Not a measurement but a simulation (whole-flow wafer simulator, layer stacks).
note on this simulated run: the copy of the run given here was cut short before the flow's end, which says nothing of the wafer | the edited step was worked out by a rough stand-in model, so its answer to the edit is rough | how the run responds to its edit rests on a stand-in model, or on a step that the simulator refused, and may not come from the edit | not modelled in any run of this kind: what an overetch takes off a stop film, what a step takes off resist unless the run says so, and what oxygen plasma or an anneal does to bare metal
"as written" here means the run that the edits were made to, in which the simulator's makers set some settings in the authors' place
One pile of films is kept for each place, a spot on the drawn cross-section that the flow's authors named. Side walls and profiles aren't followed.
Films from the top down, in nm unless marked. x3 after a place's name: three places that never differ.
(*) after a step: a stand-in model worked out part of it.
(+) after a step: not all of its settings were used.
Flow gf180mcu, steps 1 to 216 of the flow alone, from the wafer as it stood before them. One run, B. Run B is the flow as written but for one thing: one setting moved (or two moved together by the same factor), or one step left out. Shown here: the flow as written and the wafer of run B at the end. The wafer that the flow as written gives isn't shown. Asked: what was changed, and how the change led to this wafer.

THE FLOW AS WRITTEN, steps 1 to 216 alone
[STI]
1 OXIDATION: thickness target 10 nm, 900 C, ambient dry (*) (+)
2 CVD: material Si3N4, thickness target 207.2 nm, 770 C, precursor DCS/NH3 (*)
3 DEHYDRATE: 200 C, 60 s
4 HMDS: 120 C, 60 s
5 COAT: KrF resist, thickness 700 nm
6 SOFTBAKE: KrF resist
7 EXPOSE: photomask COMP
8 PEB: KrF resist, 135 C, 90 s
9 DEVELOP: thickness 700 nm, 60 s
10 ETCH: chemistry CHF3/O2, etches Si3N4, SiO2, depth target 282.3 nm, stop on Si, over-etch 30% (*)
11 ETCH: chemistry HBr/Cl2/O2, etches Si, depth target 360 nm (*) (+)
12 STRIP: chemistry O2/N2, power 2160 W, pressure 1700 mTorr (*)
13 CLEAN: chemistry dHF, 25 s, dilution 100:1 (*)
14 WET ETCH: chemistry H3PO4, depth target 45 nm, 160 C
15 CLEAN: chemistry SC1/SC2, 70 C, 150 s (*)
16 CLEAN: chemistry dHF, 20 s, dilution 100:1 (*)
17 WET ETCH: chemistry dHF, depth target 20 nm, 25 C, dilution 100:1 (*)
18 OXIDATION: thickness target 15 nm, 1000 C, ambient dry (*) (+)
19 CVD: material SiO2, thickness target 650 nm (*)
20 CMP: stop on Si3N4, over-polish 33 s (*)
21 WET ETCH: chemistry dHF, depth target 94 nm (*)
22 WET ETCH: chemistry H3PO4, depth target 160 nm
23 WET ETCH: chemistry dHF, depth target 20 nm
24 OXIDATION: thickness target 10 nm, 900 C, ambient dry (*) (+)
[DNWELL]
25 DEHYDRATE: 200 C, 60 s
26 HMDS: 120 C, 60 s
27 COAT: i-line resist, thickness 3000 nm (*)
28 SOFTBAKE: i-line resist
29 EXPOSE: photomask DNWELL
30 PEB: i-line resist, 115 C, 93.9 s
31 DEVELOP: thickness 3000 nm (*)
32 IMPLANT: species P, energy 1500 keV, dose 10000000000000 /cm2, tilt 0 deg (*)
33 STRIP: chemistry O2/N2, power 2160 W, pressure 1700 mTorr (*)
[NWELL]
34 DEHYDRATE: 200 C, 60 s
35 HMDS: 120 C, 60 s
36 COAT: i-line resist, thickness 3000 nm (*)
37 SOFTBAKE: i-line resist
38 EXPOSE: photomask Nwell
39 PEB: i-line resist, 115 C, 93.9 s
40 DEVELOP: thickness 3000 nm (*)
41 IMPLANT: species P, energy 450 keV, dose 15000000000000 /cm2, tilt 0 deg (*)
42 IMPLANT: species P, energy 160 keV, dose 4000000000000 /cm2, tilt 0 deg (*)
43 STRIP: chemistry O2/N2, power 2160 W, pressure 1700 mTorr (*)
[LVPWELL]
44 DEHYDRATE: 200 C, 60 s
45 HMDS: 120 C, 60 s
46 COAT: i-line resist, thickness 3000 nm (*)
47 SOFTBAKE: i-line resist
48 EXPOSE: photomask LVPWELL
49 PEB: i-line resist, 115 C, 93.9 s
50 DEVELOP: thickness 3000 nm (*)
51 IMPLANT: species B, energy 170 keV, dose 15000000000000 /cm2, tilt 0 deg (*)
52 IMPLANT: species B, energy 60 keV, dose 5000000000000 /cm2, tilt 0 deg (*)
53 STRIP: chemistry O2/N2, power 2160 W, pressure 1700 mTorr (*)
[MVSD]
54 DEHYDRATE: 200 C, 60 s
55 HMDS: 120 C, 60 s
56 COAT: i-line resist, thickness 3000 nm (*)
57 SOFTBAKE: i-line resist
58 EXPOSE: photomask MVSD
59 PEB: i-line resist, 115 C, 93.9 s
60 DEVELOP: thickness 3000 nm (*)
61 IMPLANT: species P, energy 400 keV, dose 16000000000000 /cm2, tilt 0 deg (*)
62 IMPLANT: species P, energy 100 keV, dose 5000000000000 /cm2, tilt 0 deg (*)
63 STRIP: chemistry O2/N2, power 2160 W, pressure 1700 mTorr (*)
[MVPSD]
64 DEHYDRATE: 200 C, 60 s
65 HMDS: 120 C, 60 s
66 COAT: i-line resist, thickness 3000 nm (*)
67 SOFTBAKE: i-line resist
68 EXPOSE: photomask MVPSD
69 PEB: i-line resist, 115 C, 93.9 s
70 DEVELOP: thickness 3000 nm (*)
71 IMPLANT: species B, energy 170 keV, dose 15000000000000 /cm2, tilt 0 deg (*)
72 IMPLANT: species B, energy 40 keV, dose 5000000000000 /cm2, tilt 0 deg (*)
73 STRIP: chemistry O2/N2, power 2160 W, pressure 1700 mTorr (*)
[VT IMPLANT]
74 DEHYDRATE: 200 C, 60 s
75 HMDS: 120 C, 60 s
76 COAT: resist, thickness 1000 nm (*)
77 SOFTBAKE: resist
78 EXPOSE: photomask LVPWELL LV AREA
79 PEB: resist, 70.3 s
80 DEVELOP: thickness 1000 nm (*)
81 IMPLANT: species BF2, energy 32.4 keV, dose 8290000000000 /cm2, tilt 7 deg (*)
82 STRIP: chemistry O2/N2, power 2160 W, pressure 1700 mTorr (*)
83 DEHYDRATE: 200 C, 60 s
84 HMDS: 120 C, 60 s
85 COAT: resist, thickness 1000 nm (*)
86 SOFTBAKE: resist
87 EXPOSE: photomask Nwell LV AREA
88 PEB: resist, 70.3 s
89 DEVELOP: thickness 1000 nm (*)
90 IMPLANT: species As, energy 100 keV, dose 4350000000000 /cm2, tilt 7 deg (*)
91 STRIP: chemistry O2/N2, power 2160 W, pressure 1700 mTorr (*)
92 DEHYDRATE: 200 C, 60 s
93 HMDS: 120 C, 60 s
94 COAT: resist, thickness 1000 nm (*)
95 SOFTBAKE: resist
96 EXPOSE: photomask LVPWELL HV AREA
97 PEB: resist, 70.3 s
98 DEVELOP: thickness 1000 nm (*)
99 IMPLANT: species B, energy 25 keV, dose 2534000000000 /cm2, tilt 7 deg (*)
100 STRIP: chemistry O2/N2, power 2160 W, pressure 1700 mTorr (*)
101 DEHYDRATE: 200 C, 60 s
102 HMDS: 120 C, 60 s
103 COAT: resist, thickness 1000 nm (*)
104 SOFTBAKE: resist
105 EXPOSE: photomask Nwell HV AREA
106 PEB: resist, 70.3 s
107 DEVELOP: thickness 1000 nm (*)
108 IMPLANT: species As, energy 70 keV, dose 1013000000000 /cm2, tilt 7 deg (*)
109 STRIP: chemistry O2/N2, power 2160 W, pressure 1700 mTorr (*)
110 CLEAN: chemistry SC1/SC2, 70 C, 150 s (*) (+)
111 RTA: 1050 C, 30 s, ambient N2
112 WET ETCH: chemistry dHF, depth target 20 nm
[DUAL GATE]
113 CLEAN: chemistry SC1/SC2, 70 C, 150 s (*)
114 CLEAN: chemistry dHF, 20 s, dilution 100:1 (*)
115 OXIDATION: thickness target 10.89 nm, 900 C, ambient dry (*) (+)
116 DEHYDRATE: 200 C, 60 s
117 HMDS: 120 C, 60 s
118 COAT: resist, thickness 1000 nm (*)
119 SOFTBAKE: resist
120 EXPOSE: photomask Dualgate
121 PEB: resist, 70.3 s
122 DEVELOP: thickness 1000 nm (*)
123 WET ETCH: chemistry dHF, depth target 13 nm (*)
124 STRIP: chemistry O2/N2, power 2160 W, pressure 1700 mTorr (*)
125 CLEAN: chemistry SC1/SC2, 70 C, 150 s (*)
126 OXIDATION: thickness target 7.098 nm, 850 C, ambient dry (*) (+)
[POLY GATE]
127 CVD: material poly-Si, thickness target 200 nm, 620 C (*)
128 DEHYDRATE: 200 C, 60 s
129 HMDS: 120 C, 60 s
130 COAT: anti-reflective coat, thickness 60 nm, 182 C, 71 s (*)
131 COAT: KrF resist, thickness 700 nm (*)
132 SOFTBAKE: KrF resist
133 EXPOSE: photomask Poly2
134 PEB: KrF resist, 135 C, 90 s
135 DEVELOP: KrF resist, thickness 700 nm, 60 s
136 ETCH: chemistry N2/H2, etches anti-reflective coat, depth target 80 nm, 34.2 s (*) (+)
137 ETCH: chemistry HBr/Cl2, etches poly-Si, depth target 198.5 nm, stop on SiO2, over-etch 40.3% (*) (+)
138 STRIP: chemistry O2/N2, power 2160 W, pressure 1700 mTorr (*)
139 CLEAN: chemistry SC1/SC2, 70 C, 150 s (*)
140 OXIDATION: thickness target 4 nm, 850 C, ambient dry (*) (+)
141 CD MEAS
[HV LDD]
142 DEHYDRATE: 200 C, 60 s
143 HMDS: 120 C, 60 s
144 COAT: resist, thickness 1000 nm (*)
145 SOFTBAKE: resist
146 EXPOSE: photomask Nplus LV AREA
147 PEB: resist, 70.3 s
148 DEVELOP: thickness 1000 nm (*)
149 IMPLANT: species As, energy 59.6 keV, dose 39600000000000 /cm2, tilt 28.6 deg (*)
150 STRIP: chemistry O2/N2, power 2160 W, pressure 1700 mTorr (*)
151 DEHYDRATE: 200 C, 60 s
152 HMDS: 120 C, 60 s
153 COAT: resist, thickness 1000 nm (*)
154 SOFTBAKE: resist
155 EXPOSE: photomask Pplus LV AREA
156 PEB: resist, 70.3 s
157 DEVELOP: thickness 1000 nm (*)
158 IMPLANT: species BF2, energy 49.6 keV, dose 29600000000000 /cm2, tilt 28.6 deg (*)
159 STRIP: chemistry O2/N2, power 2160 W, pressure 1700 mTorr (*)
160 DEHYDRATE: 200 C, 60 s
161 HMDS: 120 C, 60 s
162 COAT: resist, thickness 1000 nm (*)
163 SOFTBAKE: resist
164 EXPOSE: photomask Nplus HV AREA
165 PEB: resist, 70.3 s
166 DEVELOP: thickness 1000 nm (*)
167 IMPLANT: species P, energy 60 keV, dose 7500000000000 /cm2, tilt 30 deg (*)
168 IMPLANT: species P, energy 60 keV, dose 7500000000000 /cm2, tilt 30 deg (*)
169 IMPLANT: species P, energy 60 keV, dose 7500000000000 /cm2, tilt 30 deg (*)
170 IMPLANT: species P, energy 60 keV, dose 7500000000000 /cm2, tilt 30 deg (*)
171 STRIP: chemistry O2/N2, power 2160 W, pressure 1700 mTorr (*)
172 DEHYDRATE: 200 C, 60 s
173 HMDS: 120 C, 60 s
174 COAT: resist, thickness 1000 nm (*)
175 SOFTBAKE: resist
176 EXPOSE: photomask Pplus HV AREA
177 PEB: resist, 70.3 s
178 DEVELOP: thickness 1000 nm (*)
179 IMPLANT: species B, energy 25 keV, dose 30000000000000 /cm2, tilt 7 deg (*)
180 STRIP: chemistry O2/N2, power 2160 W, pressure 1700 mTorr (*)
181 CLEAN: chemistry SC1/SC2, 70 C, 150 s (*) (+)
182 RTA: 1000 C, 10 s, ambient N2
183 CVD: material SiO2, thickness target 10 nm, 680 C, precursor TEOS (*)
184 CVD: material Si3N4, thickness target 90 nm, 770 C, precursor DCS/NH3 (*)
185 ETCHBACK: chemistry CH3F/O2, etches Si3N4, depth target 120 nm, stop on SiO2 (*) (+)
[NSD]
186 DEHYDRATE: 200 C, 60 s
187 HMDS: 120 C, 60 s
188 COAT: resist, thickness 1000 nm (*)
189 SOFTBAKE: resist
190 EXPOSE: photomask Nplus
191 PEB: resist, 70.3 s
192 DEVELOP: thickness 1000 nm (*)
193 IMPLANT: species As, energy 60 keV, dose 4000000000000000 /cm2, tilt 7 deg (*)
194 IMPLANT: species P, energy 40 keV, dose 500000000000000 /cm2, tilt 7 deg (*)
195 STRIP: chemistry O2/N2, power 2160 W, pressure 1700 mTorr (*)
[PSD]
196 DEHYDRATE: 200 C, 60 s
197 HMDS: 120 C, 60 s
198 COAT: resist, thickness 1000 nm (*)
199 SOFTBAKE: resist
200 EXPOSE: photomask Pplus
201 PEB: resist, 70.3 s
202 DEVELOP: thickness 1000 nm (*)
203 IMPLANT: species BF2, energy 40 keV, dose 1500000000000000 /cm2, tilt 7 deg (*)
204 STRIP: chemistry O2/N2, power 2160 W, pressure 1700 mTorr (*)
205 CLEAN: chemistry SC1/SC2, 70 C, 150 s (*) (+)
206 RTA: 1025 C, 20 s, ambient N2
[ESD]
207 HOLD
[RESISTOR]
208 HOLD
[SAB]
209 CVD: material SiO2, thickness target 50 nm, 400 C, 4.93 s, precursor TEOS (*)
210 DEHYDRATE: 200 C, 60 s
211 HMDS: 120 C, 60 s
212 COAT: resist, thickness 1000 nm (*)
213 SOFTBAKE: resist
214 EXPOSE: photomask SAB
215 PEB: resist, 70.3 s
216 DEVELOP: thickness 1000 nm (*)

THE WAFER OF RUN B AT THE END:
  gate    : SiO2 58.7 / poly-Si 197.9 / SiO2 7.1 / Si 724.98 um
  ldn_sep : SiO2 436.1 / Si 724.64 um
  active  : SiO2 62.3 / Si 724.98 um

The cause: step 185, ETCHBACK: depth target 141 nm was run, where the flow has depth target 120 nm.

How the change led to this, step by step:
  185 ETCHBACK: chemistry CH3F/O2, etches Si3N4, depth target 120 nm, stop on SiO2 (*) (+)
      field, field__w1, field__w2 and 100 more: Si3N4 -90 (all of it), SiO2 -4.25 (as written it would be: Si3N4 -90 (all of it), SiO2 -2.5)
  189 SOFTBAKE: resist
      field: resist -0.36 (as written it would be: resist +3.56)
      nw_enc_fld: resist +1 (as written it would be: resist +2.84)
      (and at 1 more place)
  199 SOFTBAKE: resist
      field: resist -0.36 (as written it would be: resist +3.56)
      nw_enc_fld: resist +2.01 (as written it would be: resist +4.22)
      (and at 1 more place)
